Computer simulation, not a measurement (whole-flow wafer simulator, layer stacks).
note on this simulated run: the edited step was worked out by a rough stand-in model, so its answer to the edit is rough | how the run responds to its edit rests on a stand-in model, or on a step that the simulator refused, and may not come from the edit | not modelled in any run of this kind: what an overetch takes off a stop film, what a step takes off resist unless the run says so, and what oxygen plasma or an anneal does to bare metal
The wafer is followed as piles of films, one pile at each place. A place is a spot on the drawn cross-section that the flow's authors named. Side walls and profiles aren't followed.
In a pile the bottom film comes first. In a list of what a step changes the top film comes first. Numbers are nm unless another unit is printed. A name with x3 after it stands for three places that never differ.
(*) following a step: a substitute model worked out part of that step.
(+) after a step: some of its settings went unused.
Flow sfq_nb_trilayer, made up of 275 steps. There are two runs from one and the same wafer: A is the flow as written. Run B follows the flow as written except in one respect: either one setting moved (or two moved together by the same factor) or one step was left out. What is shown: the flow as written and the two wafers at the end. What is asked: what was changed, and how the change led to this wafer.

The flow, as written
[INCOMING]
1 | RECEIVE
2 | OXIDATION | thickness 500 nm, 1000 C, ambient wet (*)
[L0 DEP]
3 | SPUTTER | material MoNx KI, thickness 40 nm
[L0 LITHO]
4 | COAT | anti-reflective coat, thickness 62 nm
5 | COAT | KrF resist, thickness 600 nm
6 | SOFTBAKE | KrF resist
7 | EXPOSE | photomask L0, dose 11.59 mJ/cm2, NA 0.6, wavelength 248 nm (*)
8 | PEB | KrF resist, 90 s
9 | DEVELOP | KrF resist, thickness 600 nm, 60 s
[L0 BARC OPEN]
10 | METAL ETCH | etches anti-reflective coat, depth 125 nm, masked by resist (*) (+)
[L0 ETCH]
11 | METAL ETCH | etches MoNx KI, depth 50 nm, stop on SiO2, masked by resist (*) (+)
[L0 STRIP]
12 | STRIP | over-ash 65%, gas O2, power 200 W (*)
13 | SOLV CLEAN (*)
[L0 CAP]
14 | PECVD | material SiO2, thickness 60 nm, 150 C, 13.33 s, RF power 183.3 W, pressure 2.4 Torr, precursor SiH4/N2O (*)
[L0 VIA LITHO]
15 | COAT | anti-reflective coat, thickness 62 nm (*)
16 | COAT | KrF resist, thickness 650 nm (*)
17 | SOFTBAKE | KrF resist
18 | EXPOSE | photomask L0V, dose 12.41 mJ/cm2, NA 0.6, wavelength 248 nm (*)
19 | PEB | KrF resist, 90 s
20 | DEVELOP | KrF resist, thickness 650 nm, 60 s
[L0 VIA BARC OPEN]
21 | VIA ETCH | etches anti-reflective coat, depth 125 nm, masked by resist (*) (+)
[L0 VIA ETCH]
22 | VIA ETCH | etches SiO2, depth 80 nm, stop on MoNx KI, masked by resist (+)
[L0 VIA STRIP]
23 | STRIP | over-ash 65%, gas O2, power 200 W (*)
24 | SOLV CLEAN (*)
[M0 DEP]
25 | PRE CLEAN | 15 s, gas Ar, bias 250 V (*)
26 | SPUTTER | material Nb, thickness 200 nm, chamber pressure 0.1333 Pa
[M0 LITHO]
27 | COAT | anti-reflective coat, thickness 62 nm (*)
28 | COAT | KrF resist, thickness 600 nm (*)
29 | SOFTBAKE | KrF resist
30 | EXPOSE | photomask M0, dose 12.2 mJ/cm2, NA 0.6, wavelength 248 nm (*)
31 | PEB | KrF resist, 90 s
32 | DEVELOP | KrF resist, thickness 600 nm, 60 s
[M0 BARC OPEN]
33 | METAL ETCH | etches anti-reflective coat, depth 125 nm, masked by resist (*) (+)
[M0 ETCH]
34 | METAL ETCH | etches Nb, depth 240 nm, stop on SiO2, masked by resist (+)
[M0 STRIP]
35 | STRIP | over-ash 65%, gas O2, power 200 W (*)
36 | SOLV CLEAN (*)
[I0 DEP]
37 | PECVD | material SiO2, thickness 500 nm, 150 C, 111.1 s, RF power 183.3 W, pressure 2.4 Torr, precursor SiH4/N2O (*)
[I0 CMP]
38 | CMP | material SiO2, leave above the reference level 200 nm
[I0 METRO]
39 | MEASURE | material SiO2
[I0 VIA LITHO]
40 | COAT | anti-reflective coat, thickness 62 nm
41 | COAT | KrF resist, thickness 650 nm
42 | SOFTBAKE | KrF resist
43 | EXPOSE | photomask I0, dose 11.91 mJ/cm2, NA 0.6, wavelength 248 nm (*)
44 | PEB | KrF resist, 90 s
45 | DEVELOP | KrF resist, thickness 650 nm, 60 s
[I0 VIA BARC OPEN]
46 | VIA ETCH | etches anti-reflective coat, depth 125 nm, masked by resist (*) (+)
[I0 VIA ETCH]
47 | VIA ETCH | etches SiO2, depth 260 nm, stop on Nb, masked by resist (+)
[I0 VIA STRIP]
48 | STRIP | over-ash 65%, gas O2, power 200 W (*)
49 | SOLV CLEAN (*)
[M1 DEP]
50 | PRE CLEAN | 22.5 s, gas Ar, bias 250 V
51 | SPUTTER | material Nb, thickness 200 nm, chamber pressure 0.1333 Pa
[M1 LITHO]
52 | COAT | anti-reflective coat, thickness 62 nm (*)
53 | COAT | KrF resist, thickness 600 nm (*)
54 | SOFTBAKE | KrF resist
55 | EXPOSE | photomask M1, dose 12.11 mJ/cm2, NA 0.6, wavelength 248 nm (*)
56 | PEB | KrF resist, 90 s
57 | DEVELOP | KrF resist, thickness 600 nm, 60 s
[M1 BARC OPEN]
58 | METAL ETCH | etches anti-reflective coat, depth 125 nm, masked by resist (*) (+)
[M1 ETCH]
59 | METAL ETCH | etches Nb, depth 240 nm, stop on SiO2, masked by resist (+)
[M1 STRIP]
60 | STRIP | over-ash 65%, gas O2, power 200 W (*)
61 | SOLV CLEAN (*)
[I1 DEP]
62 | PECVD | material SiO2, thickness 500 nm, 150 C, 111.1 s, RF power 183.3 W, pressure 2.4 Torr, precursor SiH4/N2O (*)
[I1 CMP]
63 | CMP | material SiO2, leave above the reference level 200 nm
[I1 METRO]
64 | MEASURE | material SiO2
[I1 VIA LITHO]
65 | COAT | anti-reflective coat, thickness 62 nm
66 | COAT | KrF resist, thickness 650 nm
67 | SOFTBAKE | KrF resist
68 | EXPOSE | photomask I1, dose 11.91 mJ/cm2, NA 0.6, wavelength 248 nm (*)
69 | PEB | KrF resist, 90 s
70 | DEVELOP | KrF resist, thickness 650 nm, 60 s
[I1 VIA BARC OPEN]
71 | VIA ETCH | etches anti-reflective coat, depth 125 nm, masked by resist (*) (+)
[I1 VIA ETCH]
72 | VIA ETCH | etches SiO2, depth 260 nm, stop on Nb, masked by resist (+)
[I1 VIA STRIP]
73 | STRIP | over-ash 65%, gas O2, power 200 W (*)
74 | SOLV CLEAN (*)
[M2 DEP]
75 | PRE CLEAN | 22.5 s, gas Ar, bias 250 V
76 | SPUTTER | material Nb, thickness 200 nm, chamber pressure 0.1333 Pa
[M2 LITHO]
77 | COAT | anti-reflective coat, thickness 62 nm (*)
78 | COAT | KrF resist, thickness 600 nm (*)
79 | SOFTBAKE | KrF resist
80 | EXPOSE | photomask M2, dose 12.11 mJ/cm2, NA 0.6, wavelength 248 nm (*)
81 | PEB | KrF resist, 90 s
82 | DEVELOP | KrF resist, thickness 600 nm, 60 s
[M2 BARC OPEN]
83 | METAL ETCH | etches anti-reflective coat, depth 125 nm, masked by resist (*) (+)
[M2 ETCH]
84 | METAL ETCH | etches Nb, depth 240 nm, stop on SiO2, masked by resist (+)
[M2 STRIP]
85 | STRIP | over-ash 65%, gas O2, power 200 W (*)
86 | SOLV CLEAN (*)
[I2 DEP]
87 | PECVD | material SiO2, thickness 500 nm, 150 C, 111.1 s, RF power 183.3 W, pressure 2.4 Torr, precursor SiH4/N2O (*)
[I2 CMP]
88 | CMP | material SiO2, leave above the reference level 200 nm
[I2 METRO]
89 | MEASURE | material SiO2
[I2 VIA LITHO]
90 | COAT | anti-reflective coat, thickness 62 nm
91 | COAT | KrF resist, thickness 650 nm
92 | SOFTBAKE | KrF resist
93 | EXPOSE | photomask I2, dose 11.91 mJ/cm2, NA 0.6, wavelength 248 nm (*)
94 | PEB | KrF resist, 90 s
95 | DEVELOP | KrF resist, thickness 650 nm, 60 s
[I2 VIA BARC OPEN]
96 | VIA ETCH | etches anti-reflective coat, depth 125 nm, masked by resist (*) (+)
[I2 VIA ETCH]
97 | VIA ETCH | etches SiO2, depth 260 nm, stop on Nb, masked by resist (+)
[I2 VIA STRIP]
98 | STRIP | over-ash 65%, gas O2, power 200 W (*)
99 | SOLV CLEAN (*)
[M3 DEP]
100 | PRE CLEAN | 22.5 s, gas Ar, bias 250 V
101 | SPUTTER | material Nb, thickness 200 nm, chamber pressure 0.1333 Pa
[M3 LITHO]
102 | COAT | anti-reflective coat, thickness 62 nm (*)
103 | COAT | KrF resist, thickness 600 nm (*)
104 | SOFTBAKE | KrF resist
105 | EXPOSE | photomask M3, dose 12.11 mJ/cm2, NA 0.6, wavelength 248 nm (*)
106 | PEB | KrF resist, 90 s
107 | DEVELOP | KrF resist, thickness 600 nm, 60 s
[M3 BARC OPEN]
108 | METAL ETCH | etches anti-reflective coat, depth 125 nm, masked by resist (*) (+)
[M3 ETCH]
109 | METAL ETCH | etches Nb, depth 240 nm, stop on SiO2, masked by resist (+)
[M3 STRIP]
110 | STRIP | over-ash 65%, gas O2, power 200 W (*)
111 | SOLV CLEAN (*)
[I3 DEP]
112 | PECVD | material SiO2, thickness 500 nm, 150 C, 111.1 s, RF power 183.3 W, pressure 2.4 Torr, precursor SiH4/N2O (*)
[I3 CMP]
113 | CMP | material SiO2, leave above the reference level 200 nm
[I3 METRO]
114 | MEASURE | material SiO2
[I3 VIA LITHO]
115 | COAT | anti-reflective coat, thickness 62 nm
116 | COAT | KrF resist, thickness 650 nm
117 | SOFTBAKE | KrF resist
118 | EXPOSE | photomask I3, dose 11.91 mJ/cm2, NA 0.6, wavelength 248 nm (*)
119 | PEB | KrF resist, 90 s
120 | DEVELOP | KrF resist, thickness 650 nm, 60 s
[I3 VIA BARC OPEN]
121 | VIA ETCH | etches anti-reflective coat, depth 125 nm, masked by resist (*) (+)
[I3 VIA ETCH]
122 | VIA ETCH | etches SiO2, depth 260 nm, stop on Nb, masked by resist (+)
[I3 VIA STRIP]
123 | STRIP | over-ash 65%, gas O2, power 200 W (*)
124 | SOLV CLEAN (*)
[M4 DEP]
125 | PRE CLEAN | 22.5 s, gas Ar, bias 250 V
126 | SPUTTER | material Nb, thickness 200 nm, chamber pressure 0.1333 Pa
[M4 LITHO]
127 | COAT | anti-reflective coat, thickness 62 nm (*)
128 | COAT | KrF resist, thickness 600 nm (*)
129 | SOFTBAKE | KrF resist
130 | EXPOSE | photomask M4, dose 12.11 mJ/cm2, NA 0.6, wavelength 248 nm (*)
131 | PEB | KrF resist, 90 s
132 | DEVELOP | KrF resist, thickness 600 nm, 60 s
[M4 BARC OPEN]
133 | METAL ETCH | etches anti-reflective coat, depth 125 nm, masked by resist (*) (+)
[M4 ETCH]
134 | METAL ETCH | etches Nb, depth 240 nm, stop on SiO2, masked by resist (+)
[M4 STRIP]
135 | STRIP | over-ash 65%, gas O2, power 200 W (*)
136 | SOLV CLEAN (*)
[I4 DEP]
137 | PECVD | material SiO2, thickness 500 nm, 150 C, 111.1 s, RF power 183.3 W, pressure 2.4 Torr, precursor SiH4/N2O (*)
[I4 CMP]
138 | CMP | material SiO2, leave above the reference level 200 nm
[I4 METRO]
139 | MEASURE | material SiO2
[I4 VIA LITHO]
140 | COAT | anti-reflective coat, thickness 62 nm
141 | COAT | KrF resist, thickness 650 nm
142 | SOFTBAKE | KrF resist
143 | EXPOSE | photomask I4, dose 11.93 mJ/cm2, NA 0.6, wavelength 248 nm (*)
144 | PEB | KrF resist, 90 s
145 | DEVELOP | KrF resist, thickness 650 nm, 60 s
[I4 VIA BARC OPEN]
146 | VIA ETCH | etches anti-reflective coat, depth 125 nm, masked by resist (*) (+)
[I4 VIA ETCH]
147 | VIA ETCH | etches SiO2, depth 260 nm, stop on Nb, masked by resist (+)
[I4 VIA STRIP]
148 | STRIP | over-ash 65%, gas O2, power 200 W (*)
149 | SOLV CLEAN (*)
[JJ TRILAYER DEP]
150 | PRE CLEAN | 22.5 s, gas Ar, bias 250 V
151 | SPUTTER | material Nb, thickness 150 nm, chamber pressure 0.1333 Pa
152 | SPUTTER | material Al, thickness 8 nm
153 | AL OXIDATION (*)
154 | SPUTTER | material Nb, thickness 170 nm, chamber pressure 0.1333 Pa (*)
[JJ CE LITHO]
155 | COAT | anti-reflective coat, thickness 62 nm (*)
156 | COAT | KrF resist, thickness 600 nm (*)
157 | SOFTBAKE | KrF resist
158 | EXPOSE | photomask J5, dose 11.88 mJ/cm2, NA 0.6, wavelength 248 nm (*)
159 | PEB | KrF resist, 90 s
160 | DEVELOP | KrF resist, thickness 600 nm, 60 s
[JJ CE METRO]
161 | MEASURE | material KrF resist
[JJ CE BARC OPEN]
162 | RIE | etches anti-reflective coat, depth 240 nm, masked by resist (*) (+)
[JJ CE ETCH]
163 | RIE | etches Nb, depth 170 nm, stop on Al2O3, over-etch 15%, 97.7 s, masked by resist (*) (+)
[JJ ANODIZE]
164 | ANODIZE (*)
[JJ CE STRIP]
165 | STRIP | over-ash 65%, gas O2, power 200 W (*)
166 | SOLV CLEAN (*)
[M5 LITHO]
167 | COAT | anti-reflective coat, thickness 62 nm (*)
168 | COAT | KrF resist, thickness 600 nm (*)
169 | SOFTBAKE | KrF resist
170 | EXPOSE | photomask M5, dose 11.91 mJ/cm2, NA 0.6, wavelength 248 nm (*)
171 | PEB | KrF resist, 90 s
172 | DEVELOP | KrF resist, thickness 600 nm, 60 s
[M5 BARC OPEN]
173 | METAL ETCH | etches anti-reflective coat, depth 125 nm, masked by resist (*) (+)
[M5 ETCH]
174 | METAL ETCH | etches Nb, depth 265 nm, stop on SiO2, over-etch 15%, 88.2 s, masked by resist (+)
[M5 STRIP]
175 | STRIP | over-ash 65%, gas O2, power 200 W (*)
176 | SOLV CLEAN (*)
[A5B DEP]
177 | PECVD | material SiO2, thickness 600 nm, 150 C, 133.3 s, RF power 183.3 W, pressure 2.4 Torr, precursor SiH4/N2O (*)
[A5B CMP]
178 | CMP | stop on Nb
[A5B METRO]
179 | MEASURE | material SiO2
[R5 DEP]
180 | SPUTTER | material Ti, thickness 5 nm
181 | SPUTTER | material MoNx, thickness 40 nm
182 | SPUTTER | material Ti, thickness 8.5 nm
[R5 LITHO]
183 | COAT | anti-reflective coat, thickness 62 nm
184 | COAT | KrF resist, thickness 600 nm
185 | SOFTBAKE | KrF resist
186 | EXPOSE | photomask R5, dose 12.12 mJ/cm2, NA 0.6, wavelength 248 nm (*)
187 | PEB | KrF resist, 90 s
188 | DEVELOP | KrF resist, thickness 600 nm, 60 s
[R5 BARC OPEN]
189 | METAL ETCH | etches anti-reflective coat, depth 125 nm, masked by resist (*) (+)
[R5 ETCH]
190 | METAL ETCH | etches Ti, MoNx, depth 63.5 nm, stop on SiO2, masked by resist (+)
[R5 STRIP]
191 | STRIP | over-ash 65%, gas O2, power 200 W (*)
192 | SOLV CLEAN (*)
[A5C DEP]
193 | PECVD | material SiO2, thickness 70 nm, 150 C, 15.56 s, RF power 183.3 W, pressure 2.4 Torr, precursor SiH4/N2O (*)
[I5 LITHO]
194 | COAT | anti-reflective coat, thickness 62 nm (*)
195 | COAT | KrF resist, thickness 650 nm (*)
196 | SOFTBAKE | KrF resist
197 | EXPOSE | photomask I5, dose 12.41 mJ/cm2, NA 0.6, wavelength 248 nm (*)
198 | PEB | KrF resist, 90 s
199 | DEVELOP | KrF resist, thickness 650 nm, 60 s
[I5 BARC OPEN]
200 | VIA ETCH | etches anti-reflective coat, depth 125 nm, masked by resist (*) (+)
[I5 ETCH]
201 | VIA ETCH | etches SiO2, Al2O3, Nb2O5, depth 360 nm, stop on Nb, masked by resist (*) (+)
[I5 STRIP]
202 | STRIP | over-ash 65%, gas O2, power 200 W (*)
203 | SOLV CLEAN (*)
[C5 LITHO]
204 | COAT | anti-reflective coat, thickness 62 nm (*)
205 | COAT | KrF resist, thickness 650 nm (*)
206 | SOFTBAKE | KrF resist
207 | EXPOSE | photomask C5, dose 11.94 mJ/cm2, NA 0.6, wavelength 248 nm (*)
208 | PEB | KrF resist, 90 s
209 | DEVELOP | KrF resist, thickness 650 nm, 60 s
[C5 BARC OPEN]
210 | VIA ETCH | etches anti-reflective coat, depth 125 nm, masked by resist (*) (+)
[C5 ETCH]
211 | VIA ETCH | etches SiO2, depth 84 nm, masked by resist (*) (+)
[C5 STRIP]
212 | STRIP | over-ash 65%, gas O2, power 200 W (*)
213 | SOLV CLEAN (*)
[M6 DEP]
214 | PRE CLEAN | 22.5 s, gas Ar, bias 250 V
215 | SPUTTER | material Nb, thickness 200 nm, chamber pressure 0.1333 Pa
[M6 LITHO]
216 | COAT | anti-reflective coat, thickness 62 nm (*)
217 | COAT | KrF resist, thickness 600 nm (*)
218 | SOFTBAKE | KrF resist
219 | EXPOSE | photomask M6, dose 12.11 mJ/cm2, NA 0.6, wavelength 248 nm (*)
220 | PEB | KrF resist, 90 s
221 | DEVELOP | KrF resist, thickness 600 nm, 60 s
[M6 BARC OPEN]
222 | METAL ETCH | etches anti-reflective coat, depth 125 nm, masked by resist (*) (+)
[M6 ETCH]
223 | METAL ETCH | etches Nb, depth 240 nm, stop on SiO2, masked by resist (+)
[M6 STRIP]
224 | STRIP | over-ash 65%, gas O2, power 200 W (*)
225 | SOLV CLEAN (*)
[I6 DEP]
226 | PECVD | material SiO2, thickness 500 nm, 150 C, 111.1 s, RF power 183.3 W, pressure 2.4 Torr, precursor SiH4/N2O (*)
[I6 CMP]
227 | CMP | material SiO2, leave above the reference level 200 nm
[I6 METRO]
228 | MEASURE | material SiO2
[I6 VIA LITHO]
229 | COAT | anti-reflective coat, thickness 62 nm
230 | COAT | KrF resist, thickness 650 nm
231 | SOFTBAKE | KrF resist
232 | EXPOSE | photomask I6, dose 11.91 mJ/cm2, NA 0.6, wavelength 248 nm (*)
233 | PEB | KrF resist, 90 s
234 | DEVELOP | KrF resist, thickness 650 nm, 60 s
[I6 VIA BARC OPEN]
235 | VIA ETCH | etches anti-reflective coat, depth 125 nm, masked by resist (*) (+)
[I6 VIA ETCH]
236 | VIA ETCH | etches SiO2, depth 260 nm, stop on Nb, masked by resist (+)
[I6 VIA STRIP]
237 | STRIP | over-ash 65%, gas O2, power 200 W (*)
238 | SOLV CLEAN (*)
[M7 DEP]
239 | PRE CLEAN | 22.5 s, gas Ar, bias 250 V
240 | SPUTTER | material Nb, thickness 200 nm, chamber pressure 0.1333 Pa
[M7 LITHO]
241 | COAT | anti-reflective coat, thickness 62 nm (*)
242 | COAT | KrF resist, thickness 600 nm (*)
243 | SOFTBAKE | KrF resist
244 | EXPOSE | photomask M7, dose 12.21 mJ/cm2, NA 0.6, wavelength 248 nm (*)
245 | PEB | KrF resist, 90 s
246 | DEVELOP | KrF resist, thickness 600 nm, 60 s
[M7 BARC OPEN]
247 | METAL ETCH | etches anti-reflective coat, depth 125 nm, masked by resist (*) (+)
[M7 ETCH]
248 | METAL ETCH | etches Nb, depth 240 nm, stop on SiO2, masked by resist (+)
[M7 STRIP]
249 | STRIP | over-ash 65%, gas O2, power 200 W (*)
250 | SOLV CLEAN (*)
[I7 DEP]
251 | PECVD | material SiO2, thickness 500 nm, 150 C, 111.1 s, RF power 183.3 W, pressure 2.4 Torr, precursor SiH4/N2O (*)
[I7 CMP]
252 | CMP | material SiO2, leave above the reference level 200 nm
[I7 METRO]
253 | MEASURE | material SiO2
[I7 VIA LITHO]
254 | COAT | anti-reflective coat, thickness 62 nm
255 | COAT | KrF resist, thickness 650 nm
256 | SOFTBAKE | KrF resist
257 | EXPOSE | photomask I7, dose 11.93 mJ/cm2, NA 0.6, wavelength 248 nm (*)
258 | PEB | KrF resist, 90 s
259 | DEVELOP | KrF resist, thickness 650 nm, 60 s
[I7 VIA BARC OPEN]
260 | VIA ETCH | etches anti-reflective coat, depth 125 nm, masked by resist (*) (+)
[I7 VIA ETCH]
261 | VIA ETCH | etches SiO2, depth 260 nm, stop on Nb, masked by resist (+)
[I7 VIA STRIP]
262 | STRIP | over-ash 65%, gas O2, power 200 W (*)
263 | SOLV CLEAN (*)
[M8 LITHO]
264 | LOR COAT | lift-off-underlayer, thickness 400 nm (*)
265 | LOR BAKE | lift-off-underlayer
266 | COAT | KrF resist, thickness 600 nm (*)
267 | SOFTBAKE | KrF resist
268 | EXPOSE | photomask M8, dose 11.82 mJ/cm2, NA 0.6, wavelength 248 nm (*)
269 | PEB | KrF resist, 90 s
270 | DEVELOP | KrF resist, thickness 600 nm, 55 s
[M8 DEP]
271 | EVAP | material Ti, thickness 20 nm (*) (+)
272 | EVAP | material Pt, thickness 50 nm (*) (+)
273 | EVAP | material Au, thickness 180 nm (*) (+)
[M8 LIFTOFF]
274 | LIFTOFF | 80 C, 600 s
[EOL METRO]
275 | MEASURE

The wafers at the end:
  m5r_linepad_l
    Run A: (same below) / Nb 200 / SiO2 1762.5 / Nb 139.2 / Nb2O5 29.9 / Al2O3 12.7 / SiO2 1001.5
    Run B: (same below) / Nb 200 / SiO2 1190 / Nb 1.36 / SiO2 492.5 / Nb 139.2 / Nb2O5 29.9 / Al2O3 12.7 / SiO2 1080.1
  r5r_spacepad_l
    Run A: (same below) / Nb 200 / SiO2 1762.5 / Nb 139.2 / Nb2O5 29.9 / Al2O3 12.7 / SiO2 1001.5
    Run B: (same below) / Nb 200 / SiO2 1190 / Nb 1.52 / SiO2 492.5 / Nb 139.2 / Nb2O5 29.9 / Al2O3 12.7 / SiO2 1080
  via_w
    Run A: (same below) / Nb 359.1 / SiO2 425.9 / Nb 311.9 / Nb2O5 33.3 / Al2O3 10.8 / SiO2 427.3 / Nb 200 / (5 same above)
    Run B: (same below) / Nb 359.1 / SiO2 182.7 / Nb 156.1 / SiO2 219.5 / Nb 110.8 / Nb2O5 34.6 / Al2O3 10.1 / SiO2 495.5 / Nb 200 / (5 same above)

The reason: step 112, PECVD: thickness 220 nm was run, while the flow as written has thickness 500 nm; step 112, PECVD: 48.89 s was run, where the flow has 111.1 s.

The path from the change to this, step by step:
  112 | PECVD | material SiO2, thickness 500 nm, 150 C, 111.1 s, RF power 183.3 W, pressure 2.4 Torr, precursor SiH4/N2O (*)
      field_l, be, be_sur and 64 more: A +500 SiO2 | B +220 SiO2
      v_sur, via_wl, via_wr and 27 more: A +500 SiO2 (new film) | B +220 SiO2 (new film)
      (also at 9 further places)
  113 | CMP | material SiO2, leave above the reference level 200 nm
      field_l, be, be_sur and 64 more: A -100 SiO2 | B nothing
      p4_g1, p4_g2, p3_s0, p3_s1, p3_s2, p3_s3, p3_s4, p3_s5: A -157.1 SiO2 | B nothing
      (also at 31 further places)
  115 | COAT | anti-reflective coat, thickness 62 nm
      m0r_space_l, m0r_space_r, m6r_space_l, m6r_space_r, m7r_space_l, m7r_space_r: A +62 anti-reflective coat (new film) | B +81.3 anti-reflective coat (new film)
      p3_l1, p3_l2, p3_l3, p3_l4: A +62 anti-reflective coat (new film) | B +43.6 anti-reflective coat (new film)
      (also at 80 further places)
  116 | COAT | KrF resist, thickness 650 nm
      m0r_line_l, m0r_line_r, m6r_line_l, m6r_line_r, m7r_line_l, m7r_line_r: A +650 KrF resist (new film) | B +684.6 KrF resist (new film)
      m0r_space_l, m0r_space_r, m6r_space_l, m6r_space_r, m7r_space_l, m7r_space_r: A +650 KrF resist (new film) | B +673.9 KrF resist (new film)
      (also at 72 further places)
  120 | DEVELOP | KrF resist, thickness 650 nm, 60 s
      via_v: A -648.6 KrF resist (all of it) | B -583.9 KrF resist (all of it)
  121 | VIA ETCH | etches anti-reflective coat, depth 125 nm, masked by resist (*) (+)
      field_l, v_sur, via_wl and 102 more: A -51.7 KrF resist | B -39.6 KrF resist
      via_v: A -62 anti-reflective coat (all of it), -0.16 SiO2 | B -47.6 anti-reflective coat (all of it), -0.12 SiO2
  123 | STRIP | over-ash 65%, gas O2, power 200 W (*)
      m0r_line_l, m0r_line_r, m6r_line_l, m6r_line_r, m7r_line_l, m7r_line_r: A -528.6 KrF resist (all of it), -62 anti-reflective coat (all of it) | B -575.1 KrF resist (all of it), -61.8 anti-reflective coat (all of it)
      m0r_space_l, m0r_space_r, m6r_space_l, m6r_space_r, m7r_space_l, m7r_space_r: A -528.6 KrF resist (all of it), -62 anti-reflective coat (all of it) | B -564.5 KrF resist (all of it), -81.3 anti-reflective coat (all of it)
      (also at 93 further places)
  126 | SPUTTER | material Nb, thickness 200 nm, chamber pressure 0.1333 Pa
      via_w: A +200 Nb (new film) | B +156.1 Nb (new film)
  127 | COAT | anti-reflective coat, thickness 62 nm (*)
      p3_l1, p3_l2, p3_l3, p3_l4: A +62 anti-reflective coat (new film) | B +42.8 anti-reflective coat (new film)
      p3_fr, m0r_space_r, m6r_space_r, m7r_space_r: A +62 anti-reflective coat (new film) | B +80.7 anti-reflective coat (new film)
      (also at 80 further places)
  128 | COAT | KrF resist, thickness 600 nm (*)
      m0r_space_r, m5r_space_l, m5r_space_r, m6r_space_r, m7r_space_r: A +600 KrF resist (new film) | B +623.7 KrF resist (new film)
      wl_j_sl, m8r_pad_l, m8r_pad_r: A +600 KrF resist (new film) | B +572.1 KrF resist (new film)
      (also at 77 further places)
  132 | DEVELOP | KrF resist, thickness 600 nm, 60 s
      m0r_space_r, m5r_space_l, m5r_space_r, m6r_space_r, m7r_space_r: A -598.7 KrF resist (all of it) | B -622.4 KrF resist (all of it)
      m0r_line_l, m6r_line_l, m7r_line_l: A -598.7 KrF resist (all of it) | B -631.1 KrF resist (all of it)
      (also at 41 further places)
  133 | METAL ETCH | etches anti-reflective coat, depth 125 nm, masked by resist (*) (+)
      m5r_linepad_l, m5r_linepad_r, r5r_spacepad_l, r5r_spacepad_r, m8r_pad_l, m8r_pad_r: A -62 anti-reflective coat (all of it) | B -125 anti-reflective coat
      v_sur, via_wl, via_w and 36 more: A -51.7 KrF resist | B -69.4 KrF resist
      (also at 46 further places)
  134 | METAL ETCH | etches Nb, depth 240 nm, stop on SiO2, masked by resist (+)
      m5r_linepad_l, m5r_linepad_r: A -200 Nb (all of it) | B -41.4 anti-reflective coat (all of it), -198.6 Nb
      r5r_spacepad_l, r5r_spacepad_r: A -200 Nb (all of it) | B -41.5 anti-reflective coat (all of it), -198.5 Nb
      (also at 2 further places)
  135 | STRIP | over-ash 65%, gas O2, power 200 W (*)
      v_sur: A -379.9 KrF resist (all of it), -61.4 anti-reflective coat (all of it) | B -270.1 KrF resist (all of it), -38.3 anti-reflective coat (all of it)
      via_wl: A -379.4 KrF resist (all of it), -61.3 anti-reflective coat (all of it) | B -279.7 KrF resist (all of it), -31.9 anti-reflective coat (all of it)
      (also at 37 further places)
  137 | PECVD | material SiO2, thickness 500 nm, 150 C, 111.1 s, RF power 183.3 W, pressure 2.4 Torr, precursor SiH4/N2O (*)
      m5r_linepad_l, m5r_linepad_r, r5r_spacepad_l, r5r_spacepad_r: A +500 SiO2 | B +500 SiO2 (new film)
      p3_s0, p3_s1, p3_s2, p3_s3, p3_s4, p3_s5: A +557.1 SiO2 | B +500 SiO2
      (also at 3 further places)
  138 | CMP | material SiO2, leave above the reference level 200 nm
      field_l, be, be_sur and 55 more: A -100 SiO2 | B nothing
      p3_s0, p3_s1, p3_s2, p3_s3, p3_s4, p3_s5: A -157.1 SiO2 | B nothing
      (also at 12 further places)
  ... another 61 steps ...
  274 | LIFTOFF | 80 C, 600 s
      be: A -180 Au (all of it), -50 Pt (all of it), -20 Ti (all of it), -572.1 KrF resist (all of it), -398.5 lift-off-underlayer (all of it) | B -180 Au (all of it), -50 Pt (all of it), -20 Ti (all of it), -600.7 KrF resist (all of it), -740.1 lift-off-underlayer (all of it)
      be_sur: A -180 Au (all of it), -50 Pt (all of it), -20 Ti (all of it), -572.6 KrF resist (all of it), -398.9 lift-off-underlayer (all of it) | B -180 Au (all of it), -50 Pt (all of it), -20 Ti (all of it), -582.8 KrF resist (all of it), -376.7 lift-off-underlayer (all of it)
Taking metal films that touch as one body, m5r_linepad_l has 3 bodies (between them, from the top down: SiO2 492.5; SiO2 1190); the flow as written gives 2 bodies (between them, from the top down: SiO2 1762.5).
Taking metal films that touch as one body, r5r_spacepad_l has 3 bodies (between them, from the top down: SiO2 492.5; SiO2 1190); the flow as written gives 2 bodies (between them, from the top down: SiO2 1762.5).
Taking metal films that touch as one body, via_w has 6 bodies (between them, from the top down: SiO2 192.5; SiO2 495.5 / Al2O3 10.1 / Nb2O5 34.6; SiO2 219.5; SiO2 182.7; SiO2 416.9); the flow as written gives 5 bodies (between them, from the top down: SiO2 192.5; SiO2 427.3 / Al2O3 10.8 / Nb2O5 33.3; SiO2 425.9; SiO2 416.9).
